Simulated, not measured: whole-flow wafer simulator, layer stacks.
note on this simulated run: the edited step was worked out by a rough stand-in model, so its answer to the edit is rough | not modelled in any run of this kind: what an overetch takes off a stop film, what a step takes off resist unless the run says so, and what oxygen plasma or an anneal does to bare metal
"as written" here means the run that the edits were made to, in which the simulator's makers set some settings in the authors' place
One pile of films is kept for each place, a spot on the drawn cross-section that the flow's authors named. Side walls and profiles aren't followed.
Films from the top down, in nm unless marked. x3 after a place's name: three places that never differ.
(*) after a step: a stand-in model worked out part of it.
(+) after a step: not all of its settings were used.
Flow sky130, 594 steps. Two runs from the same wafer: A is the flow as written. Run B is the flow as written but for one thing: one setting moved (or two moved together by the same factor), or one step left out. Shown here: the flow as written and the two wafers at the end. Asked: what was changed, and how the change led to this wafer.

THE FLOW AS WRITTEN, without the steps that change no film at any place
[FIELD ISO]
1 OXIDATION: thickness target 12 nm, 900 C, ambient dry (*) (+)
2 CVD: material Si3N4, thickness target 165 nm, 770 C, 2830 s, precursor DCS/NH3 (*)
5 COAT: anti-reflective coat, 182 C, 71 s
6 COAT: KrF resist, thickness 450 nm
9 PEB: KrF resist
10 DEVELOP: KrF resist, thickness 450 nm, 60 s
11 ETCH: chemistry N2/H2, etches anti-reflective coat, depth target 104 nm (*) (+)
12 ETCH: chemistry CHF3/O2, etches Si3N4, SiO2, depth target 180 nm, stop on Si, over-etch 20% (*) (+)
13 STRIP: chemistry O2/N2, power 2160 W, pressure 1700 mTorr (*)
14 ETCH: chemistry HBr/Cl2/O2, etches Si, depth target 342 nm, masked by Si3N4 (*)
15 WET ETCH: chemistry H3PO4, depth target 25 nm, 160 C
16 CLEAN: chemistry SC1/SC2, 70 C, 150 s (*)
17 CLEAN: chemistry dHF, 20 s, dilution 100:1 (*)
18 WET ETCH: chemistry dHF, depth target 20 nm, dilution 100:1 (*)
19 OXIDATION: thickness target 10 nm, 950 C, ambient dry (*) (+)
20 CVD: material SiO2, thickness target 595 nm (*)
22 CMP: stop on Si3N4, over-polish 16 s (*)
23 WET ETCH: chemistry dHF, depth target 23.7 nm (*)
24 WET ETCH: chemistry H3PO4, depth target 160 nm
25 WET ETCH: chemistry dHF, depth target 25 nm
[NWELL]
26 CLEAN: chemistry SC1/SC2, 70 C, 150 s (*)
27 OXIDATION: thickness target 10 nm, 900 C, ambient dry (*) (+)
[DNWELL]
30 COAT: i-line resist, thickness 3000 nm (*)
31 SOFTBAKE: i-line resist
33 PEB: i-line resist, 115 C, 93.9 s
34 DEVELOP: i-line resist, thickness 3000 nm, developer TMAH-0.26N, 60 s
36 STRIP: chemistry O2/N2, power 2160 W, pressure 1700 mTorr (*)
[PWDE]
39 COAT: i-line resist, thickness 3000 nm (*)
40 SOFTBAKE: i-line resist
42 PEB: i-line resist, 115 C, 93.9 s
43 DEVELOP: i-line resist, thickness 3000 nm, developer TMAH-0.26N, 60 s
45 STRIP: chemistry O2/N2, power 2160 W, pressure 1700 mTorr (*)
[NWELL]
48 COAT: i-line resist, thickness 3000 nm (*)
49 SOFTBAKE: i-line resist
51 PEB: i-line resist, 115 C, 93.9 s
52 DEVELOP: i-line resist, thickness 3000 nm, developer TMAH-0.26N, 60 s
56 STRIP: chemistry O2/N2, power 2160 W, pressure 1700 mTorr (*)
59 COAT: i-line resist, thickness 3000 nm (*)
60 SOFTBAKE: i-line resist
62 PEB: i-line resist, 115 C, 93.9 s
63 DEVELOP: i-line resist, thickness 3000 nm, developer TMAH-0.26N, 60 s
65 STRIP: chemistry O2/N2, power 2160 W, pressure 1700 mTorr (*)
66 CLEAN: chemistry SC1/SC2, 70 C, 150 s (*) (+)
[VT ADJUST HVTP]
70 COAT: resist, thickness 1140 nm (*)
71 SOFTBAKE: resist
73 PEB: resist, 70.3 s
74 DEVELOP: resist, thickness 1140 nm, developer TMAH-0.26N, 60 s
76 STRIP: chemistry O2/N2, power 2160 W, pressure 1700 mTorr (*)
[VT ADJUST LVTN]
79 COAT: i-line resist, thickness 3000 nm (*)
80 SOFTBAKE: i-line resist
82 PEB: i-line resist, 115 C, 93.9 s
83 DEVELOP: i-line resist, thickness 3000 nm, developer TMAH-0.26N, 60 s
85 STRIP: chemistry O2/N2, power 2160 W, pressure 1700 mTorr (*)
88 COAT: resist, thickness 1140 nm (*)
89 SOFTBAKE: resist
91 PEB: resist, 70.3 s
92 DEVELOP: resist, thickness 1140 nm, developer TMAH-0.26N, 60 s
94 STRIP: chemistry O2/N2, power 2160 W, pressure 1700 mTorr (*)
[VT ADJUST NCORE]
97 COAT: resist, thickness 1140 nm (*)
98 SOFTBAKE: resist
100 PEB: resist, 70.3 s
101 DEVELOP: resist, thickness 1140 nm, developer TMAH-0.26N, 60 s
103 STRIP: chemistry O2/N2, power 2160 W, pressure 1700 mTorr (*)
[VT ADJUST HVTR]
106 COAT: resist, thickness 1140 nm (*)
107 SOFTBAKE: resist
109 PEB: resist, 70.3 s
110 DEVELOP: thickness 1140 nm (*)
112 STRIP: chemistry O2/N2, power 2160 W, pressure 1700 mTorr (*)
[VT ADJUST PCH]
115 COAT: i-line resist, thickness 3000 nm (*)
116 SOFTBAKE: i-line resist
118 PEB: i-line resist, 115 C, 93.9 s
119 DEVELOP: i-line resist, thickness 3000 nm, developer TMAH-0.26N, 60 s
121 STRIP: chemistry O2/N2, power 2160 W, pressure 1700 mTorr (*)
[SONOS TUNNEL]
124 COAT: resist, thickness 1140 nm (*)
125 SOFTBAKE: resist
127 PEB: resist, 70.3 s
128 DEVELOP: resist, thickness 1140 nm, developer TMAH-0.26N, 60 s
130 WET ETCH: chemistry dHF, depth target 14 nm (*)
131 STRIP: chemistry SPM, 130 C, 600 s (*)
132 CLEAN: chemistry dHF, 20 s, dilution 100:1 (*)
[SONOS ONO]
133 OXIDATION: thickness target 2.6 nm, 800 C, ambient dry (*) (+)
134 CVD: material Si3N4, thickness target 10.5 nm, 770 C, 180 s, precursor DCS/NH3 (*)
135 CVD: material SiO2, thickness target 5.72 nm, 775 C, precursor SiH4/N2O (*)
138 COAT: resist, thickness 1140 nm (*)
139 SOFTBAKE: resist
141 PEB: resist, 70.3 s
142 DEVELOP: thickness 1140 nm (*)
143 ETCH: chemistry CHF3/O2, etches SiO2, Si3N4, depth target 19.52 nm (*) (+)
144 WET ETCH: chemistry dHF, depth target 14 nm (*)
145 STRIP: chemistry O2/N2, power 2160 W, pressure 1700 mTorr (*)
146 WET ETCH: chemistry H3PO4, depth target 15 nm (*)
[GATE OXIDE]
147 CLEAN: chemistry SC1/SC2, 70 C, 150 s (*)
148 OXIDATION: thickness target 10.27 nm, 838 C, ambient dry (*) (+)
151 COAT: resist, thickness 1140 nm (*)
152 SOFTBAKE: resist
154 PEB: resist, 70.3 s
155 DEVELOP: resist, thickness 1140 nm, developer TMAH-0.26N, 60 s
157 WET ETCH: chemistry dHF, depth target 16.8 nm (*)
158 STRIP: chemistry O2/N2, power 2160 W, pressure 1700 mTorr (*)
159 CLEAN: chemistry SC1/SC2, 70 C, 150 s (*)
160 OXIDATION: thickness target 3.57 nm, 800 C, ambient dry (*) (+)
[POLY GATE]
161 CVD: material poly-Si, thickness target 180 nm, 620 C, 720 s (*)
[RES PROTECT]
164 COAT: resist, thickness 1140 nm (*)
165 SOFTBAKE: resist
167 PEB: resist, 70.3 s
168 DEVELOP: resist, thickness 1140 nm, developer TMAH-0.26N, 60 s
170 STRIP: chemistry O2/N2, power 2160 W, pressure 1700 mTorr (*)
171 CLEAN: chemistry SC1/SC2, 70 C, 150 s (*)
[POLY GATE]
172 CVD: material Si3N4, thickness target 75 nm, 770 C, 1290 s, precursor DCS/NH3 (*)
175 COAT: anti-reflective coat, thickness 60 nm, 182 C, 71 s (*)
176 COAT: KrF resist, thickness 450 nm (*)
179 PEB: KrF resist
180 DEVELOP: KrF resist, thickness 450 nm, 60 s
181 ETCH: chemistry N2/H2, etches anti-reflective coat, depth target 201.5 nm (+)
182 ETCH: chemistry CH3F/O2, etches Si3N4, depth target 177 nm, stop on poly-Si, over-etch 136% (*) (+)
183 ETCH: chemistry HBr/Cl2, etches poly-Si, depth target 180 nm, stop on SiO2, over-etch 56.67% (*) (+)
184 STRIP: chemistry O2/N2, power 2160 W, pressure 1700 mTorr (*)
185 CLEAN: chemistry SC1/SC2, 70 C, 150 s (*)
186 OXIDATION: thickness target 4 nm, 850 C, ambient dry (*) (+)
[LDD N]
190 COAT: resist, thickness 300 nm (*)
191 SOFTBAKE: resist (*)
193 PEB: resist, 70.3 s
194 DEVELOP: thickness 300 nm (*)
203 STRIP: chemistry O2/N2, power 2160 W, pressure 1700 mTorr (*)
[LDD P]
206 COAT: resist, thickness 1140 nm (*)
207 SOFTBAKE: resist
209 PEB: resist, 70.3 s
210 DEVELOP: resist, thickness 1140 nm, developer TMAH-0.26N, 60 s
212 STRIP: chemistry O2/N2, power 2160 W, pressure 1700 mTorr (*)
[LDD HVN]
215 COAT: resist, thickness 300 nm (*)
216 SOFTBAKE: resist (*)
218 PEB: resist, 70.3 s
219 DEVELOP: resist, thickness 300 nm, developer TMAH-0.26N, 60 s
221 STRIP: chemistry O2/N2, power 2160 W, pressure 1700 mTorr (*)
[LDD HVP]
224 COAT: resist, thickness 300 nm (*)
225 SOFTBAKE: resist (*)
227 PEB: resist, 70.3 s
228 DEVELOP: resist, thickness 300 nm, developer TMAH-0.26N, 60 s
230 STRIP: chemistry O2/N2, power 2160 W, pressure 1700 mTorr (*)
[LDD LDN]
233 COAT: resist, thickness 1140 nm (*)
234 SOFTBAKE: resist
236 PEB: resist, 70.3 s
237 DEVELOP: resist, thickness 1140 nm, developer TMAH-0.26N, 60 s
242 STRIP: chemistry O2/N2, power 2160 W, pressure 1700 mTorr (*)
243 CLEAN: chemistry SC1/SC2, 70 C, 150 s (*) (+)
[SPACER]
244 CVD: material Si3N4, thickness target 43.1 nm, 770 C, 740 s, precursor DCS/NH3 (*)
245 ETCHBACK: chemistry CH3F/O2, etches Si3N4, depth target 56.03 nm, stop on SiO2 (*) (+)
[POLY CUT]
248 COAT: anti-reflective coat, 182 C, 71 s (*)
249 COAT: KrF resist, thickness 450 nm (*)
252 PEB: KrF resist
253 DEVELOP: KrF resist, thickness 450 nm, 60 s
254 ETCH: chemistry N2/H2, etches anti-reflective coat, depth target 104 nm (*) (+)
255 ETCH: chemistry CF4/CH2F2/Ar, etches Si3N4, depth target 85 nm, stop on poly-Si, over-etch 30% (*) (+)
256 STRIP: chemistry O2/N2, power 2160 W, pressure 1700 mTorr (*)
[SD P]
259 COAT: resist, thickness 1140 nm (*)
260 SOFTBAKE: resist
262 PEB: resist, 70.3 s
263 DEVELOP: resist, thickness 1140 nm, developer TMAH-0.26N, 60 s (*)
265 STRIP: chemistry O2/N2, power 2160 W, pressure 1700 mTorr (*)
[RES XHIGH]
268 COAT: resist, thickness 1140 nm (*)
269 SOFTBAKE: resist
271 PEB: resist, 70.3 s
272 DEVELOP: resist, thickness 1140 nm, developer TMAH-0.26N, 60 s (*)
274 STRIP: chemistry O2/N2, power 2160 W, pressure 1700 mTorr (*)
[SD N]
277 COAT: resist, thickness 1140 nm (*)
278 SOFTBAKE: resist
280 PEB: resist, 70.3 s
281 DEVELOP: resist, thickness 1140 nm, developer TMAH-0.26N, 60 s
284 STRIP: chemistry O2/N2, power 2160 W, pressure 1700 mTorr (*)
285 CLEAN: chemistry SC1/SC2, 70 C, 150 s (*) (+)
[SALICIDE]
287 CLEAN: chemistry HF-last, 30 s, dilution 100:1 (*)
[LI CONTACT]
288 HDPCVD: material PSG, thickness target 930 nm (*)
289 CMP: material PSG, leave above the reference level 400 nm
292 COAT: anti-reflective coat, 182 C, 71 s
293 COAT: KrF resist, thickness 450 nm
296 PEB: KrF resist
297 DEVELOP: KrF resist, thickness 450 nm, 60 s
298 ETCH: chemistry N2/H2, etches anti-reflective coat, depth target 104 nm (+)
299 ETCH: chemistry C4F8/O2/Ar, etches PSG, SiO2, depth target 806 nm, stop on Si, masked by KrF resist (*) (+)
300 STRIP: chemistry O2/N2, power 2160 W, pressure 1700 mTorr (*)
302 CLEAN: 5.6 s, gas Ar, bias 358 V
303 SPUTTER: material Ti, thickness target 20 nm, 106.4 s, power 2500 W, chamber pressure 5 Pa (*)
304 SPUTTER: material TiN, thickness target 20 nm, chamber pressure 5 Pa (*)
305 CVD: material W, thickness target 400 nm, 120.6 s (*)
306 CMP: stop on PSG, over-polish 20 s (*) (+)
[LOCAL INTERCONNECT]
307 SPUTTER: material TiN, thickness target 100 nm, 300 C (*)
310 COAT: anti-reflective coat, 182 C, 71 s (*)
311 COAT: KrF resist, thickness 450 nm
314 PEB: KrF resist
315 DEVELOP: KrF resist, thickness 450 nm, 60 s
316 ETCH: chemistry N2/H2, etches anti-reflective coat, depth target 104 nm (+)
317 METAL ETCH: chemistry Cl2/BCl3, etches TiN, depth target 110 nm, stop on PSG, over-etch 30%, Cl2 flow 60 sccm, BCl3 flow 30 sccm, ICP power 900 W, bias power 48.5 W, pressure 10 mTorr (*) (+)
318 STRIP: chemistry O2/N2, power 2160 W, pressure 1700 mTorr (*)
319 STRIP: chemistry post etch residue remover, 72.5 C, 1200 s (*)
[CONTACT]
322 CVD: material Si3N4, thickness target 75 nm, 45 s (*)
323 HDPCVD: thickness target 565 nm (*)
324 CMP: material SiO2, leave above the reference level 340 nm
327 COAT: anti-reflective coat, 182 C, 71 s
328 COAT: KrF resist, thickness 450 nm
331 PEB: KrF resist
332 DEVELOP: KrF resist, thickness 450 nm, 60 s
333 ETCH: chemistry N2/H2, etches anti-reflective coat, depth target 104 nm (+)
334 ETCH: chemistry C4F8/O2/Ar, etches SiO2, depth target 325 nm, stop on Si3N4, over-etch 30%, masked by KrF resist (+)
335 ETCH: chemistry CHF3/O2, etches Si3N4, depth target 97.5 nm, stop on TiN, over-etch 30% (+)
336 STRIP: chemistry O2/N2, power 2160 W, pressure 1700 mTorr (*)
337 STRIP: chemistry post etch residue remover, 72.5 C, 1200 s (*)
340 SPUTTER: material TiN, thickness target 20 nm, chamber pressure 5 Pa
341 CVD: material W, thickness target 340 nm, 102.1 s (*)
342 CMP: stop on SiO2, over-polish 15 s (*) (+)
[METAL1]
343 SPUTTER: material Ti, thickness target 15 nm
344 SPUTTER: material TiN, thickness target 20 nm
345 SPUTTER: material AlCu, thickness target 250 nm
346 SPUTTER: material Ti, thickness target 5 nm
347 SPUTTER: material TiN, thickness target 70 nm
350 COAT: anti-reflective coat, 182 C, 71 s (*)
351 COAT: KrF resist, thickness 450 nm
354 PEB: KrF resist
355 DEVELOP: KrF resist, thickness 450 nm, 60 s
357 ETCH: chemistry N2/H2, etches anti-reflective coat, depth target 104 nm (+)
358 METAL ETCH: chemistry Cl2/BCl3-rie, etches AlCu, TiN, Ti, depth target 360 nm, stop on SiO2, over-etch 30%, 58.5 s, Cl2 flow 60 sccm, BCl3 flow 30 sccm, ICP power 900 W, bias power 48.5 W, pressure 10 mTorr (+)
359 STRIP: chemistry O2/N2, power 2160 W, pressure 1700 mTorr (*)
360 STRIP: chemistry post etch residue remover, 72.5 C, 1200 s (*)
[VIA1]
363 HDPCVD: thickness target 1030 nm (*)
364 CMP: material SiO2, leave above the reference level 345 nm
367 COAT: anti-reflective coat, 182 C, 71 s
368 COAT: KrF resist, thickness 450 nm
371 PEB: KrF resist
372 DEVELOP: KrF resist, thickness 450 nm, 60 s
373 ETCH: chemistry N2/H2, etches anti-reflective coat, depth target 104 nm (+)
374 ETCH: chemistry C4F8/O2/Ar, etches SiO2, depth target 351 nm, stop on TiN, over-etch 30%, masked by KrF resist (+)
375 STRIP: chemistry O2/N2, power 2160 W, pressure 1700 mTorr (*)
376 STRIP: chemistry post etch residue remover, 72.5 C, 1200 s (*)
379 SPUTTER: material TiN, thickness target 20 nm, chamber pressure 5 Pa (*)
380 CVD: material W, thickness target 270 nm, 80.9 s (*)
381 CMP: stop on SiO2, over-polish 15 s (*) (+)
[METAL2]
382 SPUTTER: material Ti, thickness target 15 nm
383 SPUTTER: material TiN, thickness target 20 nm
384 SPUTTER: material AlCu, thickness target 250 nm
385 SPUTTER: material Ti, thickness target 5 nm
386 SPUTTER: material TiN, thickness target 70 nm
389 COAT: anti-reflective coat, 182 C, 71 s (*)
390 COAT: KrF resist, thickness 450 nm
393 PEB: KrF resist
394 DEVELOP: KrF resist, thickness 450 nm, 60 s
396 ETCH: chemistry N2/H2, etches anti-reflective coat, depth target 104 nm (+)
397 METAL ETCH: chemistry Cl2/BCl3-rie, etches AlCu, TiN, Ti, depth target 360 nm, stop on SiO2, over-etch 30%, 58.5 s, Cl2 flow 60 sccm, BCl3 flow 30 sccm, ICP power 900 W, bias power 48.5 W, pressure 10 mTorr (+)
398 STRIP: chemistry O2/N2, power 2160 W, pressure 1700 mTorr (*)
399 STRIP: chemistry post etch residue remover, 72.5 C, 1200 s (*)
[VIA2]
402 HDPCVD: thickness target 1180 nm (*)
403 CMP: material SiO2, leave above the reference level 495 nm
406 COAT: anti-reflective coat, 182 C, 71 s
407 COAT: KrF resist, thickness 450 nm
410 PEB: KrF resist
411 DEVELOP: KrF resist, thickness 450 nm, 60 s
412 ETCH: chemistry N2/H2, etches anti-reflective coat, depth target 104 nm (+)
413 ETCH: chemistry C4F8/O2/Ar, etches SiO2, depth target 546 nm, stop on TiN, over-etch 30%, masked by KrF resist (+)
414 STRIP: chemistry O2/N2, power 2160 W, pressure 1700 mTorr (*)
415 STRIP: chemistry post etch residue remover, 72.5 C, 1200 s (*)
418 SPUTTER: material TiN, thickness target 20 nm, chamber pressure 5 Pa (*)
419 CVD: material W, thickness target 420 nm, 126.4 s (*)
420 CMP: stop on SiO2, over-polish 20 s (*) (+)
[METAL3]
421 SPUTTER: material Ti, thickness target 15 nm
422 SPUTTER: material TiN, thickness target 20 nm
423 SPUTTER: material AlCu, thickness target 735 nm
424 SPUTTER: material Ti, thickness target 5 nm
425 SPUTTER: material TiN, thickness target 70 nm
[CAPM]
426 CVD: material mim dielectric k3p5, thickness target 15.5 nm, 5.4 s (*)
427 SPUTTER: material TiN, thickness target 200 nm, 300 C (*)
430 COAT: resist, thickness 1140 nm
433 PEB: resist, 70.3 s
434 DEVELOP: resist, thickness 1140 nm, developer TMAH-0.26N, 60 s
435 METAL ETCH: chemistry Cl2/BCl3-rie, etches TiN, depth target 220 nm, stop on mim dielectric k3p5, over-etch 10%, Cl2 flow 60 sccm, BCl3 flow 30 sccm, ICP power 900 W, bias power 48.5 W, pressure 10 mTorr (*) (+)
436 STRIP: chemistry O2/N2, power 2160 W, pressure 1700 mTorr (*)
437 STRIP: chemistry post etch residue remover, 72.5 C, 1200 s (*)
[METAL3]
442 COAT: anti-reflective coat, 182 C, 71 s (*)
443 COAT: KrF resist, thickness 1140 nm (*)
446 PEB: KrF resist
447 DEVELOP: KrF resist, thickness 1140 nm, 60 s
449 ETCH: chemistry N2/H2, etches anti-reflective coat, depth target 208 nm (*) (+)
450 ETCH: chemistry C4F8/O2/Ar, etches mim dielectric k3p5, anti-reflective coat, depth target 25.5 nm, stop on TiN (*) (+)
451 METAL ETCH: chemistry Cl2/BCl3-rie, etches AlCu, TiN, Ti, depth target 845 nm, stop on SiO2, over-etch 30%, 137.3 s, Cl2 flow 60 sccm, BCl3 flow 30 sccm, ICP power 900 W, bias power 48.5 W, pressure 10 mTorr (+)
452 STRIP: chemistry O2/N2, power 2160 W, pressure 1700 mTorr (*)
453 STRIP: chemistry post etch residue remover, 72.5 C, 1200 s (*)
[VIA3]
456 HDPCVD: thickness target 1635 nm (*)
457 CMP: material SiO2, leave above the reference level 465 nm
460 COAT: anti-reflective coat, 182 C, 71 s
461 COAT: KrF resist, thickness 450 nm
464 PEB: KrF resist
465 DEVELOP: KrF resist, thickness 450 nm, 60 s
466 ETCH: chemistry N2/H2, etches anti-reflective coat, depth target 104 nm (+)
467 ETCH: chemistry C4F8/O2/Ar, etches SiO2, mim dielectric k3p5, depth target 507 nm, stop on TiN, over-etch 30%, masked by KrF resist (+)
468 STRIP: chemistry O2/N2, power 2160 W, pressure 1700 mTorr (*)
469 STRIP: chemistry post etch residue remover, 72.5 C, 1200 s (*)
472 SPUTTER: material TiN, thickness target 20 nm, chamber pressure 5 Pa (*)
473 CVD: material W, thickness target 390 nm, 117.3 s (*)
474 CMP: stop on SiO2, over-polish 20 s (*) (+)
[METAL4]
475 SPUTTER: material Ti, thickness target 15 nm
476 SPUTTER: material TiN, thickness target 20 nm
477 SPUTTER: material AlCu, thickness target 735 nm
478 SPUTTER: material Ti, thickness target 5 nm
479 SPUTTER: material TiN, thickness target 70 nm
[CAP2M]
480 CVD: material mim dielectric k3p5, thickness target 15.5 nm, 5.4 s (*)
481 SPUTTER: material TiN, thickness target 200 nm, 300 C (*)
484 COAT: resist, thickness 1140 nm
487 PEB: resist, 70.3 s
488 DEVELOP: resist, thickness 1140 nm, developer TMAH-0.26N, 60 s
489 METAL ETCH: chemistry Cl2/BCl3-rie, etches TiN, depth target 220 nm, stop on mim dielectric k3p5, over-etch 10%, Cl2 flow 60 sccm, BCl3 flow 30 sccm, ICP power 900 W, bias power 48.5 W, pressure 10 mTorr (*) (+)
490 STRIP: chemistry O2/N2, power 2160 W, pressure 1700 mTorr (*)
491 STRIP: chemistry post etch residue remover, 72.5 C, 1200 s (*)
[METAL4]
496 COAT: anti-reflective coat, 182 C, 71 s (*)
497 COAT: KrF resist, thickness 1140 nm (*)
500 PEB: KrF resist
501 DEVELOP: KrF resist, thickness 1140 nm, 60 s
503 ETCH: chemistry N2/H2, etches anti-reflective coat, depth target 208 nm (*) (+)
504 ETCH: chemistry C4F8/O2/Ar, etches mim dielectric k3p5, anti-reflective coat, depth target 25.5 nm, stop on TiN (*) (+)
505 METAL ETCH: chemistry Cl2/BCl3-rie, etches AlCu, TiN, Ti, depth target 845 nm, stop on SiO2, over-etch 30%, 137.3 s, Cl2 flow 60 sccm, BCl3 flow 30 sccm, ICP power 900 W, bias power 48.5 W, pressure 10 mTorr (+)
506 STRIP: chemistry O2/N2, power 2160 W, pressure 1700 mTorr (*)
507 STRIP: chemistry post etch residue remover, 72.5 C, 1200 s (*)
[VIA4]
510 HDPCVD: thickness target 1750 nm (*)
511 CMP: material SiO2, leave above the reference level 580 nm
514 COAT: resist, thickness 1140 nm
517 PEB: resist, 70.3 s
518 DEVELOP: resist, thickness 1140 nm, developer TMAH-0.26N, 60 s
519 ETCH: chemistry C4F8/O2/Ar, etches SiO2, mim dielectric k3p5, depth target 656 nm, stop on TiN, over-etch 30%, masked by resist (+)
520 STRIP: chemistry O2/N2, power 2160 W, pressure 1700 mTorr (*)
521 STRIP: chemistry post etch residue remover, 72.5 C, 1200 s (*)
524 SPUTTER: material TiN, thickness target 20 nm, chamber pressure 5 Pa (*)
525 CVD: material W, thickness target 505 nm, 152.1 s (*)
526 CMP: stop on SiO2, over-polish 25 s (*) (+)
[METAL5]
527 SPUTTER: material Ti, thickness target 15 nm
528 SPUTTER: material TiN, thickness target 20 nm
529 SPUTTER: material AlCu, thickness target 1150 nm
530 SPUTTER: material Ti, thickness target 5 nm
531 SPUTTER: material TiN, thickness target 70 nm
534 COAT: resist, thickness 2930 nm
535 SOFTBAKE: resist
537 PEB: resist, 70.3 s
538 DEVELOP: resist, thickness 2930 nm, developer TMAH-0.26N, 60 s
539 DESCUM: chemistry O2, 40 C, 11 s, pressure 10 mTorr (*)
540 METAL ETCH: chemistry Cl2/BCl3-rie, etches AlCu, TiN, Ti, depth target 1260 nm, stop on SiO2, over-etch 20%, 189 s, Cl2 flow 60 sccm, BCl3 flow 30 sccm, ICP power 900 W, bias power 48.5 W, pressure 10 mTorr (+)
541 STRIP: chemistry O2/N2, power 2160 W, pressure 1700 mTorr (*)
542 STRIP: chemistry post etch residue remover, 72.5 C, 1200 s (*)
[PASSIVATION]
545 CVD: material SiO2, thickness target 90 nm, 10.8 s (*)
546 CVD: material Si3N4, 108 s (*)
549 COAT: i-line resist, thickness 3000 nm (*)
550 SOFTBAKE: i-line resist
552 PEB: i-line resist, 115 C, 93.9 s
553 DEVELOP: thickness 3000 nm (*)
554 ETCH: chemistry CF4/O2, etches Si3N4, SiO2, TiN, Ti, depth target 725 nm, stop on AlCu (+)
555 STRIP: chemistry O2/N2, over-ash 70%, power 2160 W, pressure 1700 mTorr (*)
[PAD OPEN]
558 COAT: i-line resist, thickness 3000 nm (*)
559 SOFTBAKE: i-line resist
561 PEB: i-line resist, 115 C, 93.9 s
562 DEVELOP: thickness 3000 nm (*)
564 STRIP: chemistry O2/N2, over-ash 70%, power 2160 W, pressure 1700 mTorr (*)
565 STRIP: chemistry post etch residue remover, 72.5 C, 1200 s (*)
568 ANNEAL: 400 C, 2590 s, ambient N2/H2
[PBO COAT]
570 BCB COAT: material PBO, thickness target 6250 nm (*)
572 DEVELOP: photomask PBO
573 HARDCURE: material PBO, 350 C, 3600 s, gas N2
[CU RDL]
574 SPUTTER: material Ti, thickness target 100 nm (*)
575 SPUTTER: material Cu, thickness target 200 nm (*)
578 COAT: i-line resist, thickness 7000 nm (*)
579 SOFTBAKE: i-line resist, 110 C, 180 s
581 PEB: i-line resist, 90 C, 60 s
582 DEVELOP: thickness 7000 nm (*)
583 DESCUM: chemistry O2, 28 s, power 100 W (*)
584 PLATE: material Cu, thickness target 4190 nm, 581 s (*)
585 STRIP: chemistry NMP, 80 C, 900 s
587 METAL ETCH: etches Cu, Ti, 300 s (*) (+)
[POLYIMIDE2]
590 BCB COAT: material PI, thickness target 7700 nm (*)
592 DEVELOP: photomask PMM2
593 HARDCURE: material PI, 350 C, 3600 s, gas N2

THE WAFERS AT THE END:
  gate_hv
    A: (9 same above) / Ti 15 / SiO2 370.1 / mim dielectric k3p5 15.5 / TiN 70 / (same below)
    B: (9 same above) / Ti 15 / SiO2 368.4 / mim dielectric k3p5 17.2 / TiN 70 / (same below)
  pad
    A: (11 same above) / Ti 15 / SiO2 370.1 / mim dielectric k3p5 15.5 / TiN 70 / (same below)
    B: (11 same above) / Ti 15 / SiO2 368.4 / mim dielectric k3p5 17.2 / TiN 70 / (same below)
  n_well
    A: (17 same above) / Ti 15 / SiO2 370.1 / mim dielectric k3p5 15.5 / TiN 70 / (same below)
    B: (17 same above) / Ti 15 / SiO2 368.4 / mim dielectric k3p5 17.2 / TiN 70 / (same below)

The cause: step 426, CVD: thickness target 17.2 nm was run, where the flow has thickness target 15.5 nm; step 426, CVD: 5.99 s was run, where the flow has 5.4 s.
It can be read off the wafer: gate_hv has mim dielectric k3p5 17.2, and step 426 as written asks for 15.5 nm.

How the change led to this, step by step:
  426 CVD: material mim dielectric k3p5, thickness target 15.5 nm, 5.4 s (*)
      field, active, n_well and 188 more: A mim dielectric k3p5 +15.5 (new film) | B mim dielectric k3p5 +17.2 (new film)
  450 ETCH: chemistry C4F8/O2/Ar, etches mim dielectric k3p5, anti-reflective coat, depth target 25.5 nm, stop on TiN (*) (+)
      n_well, p_well, gate_hv and 104 more: A KrF resist -15.5 | B KrF resist -17
      field, active, gate and 82 more: A mim dielectric k3p5 -15.5 (all of it) | B mim dielectric k3p5 -17.2 (all of it)
  467 ETCH: chemistry C4F8/O2/Ar, etches SiO2, mim dielectric k3p5, depth target 507 nm, stop on TiN, over-etch 30%, masked by KrF resist (+)
      m1: A SiO2 -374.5 (all of it), mim dielectric k3p5 -15.5 (all of it) | B SiO2 -372.8 (all of it), mim dielectric k3p5 -17.2 (all of it)
      via3_hole: A SiO2 -373.9 (all of it), mim dielectric k3p5 -15.5 (all of it) | B SiO2 -372.2 (all of it), mim dielectric k3p5 -17.2 (all of it)
